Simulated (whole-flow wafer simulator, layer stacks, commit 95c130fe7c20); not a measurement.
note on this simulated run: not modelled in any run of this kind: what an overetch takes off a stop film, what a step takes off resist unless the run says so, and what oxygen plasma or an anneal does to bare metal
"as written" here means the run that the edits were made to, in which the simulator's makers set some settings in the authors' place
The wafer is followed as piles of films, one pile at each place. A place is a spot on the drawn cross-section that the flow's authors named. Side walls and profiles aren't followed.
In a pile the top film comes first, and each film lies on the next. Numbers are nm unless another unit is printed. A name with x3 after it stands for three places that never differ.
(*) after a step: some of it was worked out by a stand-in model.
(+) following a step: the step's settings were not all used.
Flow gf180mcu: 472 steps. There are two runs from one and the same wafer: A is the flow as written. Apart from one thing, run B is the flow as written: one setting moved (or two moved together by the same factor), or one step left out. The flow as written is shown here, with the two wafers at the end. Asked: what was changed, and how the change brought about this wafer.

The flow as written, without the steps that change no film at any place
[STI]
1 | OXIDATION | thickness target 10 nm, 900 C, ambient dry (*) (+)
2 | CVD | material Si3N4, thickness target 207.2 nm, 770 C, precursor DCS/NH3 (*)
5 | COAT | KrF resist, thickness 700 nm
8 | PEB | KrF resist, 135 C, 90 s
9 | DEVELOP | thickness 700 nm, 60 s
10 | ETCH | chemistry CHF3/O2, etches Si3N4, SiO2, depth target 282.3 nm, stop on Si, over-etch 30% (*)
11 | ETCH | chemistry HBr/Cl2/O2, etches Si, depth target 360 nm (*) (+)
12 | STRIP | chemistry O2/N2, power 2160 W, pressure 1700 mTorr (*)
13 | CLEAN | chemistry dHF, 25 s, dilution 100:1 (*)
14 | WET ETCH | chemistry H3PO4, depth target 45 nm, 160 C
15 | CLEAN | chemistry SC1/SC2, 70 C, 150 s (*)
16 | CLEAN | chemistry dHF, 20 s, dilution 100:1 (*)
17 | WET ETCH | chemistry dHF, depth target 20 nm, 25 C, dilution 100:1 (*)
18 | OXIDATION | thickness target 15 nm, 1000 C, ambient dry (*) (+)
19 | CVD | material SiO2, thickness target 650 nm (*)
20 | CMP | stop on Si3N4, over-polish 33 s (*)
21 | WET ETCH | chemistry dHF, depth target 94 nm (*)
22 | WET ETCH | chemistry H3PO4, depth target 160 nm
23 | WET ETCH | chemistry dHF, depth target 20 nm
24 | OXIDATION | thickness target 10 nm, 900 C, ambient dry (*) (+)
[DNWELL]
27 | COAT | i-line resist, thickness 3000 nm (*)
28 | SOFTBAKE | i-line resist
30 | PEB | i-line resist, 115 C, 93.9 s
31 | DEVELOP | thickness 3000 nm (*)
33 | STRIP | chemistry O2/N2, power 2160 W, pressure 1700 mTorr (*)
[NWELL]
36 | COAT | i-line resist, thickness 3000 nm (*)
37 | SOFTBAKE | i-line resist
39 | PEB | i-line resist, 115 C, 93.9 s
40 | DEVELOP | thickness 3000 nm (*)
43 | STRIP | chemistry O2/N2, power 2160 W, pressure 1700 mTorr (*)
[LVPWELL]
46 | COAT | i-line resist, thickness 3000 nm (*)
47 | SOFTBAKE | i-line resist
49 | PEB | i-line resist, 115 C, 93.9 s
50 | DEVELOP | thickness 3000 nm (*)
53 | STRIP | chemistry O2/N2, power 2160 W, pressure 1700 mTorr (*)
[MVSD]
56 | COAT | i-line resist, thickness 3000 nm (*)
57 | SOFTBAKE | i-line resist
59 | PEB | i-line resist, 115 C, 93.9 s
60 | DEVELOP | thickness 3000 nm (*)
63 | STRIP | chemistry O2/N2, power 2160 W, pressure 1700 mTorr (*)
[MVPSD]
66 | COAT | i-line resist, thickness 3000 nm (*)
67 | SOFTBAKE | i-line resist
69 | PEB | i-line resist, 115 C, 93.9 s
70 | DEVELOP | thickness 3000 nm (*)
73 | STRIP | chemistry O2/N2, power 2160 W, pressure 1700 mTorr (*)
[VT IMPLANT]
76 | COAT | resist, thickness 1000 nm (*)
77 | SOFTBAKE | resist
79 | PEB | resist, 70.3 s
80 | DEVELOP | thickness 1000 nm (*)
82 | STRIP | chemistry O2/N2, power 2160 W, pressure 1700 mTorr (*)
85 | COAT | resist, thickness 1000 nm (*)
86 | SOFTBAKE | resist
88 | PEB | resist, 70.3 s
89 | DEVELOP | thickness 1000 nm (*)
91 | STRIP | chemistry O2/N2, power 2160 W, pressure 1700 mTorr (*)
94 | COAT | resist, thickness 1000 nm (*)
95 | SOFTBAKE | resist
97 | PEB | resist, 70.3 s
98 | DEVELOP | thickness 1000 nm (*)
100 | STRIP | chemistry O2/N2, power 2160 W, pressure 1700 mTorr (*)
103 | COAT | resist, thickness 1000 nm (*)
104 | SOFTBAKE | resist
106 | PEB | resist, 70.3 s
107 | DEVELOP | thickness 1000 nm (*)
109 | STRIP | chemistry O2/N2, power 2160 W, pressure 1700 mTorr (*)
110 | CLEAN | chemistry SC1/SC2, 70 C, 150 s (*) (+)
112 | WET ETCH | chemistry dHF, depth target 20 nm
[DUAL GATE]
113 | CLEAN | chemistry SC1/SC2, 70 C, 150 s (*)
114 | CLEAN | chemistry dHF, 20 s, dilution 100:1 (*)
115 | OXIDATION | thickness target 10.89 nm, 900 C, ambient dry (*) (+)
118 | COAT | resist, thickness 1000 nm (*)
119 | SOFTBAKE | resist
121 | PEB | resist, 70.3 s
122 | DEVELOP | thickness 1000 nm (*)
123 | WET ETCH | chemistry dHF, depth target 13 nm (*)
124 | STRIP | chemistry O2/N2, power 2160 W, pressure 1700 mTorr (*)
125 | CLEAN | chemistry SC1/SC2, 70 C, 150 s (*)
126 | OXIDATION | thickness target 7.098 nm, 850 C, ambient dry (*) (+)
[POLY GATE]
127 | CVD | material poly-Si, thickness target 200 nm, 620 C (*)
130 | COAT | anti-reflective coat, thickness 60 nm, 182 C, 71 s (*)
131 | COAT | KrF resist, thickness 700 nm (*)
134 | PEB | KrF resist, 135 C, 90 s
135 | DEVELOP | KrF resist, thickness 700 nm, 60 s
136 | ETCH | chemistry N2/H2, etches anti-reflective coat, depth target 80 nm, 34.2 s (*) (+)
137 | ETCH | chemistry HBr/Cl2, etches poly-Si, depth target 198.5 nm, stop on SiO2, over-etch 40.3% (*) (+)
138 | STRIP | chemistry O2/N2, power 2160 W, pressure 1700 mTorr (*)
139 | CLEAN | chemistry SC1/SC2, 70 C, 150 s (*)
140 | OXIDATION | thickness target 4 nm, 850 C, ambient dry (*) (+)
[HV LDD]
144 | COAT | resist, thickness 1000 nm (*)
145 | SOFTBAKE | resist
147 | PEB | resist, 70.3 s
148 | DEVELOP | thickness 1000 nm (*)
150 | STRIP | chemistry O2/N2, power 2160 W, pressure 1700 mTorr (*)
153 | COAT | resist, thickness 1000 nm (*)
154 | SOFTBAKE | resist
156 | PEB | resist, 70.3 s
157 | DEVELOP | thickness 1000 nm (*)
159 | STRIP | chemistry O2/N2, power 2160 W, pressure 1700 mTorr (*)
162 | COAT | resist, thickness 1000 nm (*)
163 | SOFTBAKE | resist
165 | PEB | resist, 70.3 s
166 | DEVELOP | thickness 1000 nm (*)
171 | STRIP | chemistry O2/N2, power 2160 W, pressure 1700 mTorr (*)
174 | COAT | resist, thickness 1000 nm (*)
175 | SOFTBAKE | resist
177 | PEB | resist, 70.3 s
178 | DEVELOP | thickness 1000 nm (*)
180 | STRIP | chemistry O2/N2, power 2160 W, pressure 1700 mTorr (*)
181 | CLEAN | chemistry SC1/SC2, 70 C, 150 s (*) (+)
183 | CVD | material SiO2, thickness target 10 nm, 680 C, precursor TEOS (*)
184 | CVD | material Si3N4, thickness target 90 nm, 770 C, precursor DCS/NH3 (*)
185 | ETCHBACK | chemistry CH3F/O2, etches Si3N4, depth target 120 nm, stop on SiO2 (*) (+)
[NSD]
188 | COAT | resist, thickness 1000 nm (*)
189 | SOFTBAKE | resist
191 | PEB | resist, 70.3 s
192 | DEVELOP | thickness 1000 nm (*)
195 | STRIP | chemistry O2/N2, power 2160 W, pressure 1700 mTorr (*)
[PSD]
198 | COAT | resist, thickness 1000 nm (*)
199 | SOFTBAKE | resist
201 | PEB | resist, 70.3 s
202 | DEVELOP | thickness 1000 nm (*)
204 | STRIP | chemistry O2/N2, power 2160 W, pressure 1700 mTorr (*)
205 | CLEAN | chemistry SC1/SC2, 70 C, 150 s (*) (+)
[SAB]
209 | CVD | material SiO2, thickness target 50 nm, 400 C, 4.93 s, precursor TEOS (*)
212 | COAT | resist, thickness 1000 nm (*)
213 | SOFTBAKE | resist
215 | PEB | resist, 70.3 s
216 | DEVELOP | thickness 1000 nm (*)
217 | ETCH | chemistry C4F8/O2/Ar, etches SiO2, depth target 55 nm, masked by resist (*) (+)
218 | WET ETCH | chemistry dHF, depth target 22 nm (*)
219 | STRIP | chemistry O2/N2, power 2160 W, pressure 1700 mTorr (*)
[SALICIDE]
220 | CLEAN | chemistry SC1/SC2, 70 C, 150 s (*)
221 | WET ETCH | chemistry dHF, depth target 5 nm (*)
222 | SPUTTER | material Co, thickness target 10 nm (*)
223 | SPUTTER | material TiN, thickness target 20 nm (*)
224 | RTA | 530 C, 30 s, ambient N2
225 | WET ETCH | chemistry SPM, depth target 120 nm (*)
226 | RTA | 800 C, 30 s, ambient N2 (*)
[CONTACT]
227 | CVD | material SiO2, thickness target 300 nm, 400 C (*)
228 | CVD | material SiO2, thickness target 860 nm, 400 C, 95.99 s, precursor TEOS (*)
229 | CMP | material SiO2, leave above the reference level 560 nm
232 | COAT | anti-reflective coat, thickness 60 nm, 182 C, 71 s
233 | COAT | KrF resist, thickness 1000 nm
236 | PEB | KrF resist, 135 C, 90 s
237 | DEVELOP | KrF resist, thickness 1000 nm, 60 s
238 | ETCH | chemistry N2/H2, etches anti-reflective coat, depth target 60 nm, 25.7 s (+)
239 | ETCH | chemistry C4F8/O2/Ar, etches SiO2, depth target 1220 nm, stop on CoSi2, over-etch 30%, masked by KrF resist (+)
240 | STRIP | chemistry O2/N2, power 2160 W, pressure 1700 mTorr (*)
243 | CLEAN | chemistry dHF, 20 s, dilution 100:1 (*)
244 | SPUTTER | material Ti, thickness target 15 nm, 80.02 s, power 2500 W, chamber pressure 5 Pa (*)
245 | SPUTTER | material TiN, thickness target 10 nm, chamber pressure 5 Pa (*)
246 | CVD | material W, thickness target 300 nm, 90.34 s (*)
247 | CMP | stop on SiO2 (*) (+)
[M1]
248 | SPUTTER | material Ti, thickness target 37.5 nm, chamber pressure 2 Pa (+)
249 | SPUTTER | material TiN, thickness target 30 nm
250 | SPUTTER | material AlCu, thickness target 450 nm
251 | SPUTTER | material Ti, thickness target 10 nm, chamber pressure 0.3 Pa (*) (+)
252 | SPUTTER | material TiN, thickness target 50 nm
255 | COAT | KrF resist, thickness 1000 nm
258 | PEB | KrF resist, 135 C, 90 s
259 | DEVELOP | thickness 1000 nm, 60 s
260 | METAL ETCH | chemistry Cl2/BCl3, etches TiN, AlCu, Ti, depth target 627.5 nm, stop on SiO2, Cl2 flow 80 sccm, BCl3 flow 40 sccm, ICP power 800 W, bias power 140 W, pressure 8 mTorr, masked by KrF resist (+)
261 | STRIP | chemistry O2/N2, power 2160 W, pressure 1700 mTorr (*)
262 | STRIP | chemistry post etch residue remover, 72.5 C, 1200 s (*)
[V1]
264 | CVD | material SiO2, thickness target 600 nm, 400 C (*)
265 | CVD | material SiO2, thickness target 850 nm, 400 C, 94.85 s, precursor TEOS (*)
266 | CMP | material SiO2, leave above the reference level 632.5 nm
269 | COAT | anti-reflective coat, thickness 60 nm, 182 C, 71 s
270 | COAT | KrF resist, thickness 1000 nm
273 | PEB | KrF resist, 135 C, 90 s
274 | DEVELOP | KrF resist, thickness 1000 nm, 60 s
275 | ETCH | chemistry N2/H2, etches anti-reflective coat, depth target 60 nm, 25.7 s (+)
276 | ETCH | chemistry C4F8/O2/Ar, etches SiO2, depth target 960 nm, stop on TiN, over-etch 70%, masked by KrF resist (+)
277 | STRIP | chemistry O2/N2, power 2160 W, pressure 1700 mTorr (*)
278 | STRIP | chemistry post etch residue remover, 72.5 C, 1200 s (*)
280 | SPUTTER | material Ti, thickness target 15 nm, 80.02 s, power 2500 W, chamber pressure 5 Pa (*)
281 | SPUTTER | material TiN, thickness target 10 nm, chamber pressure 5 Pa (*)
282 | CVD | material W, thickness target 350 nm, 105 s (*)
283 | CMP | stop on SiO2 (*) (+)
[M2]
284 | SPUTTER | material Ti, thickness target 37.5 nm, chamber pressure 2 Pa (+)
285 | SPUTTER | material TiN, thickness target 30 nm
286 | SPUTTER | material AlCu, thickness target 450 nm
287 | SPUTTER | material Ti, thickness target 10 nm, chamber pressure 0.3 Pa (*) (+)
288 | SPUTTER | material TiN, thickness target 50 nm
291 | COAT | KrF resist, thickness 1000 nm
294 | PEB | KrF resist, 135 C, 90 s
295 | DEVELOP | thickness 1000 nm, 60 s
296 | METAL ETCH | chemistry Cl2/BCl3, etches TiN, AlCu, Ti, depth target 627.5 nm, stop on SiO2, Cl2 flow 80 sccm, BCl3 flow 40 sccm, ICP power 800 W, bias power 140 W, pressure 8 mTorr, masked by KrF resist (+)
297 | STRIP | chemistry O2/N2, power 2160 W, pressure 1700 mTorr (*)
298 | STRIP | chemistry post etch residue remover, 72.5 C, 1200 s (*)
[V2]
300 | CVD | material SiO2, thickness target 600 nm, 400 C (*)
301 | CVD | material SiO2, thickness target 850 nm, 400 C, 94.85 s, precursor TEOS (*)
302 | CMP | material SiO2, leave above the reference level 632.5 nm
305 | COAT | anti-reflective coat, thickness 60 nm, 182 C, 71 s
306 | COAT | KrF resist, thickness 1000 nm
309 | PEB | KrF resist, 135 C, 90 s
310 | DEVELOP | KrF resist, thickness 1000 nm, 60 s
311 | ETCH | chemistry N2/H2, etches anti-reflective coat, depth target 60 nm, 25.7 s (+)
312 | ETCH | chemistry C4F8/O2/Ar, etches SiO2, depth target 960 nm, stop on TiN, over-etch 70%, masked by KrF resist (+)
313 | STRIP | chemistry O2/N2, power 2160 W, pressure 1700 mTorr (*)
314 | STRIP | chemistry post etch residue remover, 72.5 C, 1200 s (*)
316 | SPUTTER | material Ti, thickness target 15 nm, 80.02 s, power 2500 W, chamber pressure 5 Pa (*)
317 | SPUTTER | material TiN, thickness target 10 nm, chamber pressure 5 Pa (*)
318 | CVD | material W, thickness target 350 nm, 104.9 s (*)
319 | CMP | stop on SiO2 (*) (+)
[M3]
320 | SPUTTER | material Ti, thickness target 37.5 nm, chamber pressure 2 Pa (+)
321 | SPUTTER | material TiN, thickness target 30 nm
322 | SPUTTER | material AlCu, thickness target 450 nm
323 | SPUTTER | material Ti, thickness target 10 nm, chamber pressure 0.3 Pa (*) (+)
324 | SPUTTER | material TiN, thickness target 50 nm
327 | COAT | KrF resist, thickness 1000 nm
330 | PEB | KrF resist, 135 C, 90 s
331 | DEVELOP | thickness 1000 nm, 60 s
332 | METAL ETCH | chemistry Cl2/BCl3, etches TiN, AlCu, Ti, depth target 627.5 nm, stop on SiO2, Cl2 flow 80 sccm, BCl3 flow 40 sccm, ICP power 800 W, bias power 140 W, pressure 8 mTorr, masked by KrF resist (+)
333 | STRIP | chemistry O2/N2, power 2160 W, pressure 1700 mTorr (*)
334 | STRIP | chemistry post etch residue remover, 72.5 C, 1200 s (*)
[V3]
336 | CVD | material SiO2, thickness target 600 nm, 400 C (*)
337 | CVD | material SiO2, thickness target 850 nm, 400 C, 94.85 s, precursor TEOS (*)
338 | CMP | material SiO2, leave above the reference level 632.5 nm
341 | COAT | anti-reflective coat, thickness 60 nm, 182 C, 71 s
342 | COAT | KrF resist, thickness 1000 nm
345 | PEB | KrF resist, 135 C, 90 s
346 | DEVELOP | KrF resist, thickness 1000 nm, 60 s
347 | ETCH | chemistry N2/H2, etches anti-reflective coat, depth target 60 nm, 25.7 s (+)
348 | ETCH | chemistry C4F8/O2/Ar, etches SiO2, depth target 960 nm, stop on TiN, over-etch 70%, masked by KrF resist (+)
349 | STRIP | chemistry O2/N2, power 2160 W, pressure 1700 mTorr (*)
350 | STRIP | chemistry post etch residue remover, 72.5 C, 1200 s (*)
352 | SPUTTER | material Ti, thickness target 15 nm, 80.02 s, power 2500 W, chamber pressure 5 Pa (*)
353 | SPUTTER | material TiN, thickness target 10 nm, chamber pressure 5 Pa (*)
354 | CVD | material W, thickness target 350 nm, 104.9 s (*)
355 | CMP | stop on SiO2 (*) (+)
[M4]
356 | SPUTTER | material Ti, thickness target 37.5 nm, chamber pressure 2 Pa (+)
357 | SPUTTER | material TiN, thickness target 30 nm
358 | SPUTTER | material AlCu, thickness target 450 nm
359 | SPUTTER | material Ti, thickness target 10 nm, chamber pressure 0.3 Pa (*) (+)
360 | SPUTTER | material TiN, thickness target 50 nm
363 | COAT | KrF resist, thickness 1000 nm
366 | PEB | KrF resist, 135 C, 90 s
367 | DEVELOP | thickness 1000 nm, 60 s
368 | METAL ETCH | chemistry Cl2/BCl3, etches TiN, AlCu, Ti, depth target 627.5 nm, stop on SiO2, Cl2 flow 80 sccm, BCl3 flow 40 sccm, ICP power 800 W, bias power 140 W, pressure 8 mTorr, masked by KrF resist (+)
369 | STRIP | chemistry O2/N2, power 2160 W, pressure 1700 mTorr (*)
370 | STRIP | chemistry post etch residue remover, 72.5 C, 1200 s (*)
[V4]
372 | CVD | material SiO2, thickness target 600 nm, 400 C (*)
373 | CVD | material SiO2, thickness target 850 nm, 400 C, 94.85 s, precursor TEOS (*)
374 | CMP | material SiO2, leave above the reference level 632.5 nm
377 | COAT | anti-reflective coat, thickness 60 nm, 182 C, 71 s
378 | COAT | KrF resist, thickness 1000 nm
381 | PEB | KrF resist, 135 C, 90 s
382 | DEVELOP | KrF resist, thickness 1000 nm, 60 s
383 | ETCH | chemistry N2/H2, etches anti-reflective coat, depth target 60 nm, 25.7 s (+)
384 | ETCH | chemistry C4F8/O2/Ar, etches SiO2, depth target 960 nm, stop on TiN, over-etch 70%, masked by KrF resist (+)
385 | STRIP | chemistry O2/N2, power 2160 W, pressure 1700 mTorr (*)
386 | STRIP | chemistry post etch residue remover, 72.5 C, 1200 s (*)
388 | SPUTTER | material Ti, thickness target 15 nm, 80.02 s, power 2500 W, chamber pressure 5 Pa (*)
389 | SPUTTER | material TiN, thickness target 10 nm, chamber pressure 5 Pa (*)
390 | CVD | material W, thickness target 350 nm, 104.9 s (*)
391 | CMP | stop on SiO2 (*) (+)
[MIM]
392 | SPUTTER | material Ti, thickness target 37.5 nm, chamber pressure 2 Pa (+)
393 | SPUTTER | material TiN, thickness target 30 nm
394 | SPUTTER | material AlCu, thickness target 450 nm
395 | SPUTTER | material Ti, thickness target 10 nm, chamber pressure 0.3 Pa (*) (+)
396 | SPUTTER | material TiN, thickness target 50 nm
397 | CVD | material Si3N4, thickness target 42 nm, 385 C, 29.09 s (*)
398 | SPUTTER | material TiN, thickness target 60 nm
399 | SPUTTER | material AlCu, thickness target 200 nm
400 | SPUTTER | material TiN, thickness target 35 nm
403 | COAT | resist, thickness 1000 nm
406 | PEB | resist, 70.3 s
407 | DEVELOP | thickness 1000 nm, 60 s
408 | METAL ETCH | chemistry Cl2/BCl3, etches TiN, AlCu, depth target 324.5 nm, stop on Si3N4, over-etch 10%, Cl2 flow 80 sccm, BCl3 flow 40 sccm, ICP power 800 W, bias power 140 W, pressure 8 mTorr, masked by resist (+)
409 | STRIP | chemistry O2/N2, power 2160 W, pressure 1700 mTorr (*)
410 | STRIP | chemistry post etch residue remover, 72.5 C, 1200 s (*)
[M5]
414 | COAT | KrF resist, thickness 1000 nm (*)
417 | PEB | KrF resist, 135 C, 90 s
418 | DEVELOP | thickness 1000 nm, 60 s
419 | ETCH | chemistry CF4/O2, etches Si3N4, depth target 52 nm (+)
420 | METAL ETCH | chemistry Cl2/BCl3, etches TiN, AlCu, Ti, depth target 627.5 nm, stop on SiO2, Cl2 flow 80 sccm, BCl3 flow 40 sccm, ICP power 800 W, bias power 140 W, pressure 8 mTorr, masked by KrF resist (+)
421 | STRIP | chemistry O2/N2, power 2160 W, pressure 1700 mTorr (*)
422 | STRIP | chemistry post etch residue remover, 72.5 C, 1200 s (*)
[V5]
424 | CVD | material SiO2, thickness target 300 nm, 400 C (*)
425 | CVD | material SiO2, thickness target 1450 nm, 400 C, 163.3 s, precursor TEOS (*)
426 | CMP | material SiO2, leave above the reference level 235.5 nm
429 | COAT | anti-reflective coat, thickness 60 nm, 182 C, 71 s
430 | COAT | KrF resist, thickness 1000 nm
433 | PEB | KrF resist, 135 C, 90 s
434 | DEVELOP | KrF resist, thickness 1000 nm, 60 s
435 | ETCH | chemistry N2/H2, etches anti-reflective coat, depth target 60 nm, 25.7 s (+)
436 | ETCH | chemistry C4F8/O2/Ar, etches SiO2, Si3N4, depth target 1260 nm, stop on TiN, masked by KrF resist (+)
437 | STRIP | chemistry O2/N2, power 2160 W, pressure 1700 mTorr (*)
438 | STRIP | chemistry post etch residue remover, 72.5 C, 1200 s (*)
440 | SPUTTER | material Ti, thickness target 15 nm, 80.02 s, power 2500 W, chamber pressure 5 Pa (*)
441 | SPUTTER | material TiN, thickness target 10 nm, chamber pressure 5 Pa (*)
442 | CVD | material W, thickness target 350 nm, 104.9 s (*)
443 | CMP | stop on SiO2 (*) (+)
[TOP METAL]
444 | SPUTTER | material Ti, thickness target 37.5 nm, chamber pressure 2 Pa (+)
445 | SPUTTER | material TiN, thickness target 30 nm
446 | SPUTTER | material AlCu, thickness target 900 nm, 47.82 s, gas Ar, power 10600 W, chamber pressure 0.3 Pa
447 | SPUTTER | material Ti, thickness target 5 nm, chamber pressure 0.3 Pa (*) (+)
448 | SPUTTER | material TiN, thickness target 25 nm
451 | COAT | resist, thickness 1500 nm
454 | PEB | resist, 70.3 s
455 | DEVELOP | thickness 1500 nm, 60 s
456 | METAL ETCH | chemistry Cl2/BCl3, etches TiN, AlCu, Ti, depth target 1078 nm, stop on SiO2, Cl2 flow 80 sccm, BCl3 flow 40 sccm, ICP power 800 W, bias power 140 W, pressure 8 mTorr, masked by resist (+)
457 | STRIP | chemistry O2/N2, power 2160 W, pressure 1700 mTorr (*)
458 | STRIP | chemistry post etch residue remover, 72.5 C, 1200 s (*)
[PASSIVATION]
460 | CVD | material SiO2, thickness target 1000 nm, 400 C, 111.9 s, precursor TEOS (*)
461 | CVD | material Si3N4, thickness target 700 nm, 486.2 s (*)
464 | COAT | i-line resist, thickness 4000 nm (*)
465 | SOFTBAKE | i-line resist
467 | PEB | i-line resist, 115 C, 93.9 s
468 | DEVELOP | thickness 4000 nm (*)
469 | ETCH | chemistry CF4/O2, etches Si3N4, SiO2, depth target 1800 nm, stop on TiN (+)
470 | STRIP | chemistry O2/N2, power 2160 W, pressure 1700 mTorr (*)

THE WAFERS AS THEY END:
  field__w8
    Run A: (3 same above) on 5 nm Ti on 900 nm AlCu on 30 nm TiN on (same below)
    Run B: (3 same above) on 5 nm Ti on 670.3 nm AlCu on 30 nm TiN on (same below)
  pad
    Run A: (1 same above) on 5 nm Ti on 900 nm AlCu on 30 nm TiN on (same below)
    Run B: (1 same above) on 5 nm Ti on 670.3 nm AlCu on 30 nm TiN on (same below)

Cause: step 446, SPUTTER: 35.87 s was run, whereas the flow has 47.82 s.

The path from the change to this, step by step:
  446 | SPUTTER | material AlCu, thickness target 900 nm, 47.82 s, gas Ar, power 10600 W, chamber pressure 0.3 Pa
      field, field__w1, field__w2 and 109 more: A +900 AlCu (new film) | B +670.3 AlCu (new film)
  456 | METAL ETCH | chemistry Cl2/BCl3, etches TiN, AlCu, Ti, depth target 1078 nm, stop on SiO2, Cl2 flow 80 sccm, BCl3 flow 40 sccm, ICP power 800 W, bias power 140 W, pressure 8 mTorr, masked by resist (+)
      field, field__w1, field__w2 and 103 more: A -25 TiN (all of it), -5 Ti (all of it), -900 AlCu (all of it), -30 TiN (all of it), -37.5 Ti (all of it) | B -25 TiN (all of it), -5 Ti (all of it), -670.3 AlCu (all of it), -30 TiN (all of it), -37.5 Ti (all of it)
  464 | COAT | i-line resist, thickness 4000 nm (*)
      field__w8: A +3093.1 i-line resist (new film) | B +3297 i-line resist (new film)
      contact: A +3153.6 i-line resist (new film) | B +3336.6 i-line resist (new film)
      (and at 4 other places as well)
  465 | SOFTBAKE | i-line resist
      gate: A +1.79 i-line resist | B -0.23 i-line resist
      field__w11, field__w13: A +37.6 i-line resist | B +25.9 i-line resist
      (and at 66 other places as well)
  467 | PEB | i-line resist, 115 C, 93.9 s
      field__w8, m1__w1: A -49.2 i-line resist | B -53.4 i-line resist
      contact: A -49.6 i-line resist | B -53.6 i-line resist
      (and at 3 other places as well)
  468 | DEVELOP | thickness 4000 nm (*)
      pad: A -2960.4 i-line resist (all of it) | B -3184.1 i-line resist (all of it)
  470 | STRIP | chemistry O2/N2, power 2160 W, pressure 1700 mTorr (*)
      field__w8, m1__w1: A -1775.9 i-line resist (all of it) | B -1996.1 i-line resist (all of it)
      contact: A -1798.3 i-line resist (all of it) | B -2011 i-line resist (all of it)
      (and at 2 other places as well)
